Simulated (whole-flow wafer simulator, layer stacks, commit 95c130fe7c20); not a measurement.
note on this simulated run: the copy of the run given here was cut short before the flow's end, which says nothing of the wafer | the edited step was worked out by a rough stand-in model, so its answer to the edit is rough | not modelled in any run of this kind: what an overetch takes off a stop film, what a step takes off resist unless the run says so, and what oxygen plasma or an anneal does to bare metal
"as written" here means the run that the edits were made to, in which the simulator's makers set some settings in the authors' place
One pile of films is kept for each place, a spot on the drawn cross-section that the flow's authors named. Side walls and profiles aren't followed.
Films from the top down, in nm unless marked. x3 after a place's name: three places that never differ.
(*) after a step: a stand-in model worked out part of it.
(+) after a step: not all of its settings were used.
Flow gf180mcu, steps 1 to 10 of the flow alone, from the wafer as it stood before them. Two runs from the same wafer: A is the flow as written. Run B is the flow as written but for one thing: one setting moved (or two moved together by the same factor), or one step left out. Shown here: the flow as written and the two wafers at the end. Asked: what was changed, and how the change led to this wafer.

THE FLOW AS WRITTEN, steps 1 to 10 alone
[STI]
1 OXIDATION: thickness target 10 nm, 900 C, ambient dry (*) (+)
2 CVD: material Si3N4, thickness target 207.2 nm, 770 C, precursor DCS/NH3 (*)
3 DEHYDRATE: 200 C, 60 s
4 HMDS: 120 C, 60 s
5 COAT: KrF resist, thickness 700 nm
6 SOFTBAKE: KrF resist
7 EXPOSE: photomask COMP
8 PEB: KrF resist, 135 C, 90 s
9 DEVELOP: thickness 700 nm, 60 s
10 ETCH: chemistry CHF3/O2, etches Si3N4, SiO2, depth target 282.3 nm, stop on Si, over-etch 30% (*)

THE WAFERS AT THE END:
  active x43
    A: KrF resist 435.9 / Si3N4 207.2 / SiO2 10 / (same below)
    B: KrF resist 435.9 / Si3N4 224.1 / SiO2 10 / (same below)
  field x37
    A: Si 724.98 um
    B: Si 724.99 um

The cause: step 2, CVD: thickness target 224.1 nm was run, where the flow has thickness target 207.2 nm.
It can be read off the wafer: active x43 has Si3N4 224.1, and step 2 as written asks for 207.2 nm.

How the change led to this, step by step:
  2 CVD: material Si3N4, thickness target 207.2 nm, 770 C, precursor DCS/NH3 (*)
      field x37, active x43: A Si3N4 +207.2 (new film) | B Si3N4 +224.1 (new film)
  10 ETCH: chemistry CHF3/O2, etches Si3N4, SiO2, depth target 282.3 nm, stop on Si, over-etch 30% (*)
      field x37: A Si3N4 -207.2 (all of it), SiO2 -10 (all of it), Si -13 | B Si3N4 -224.1 (all of it), SiO2 -10 (all of it), Si -9.64
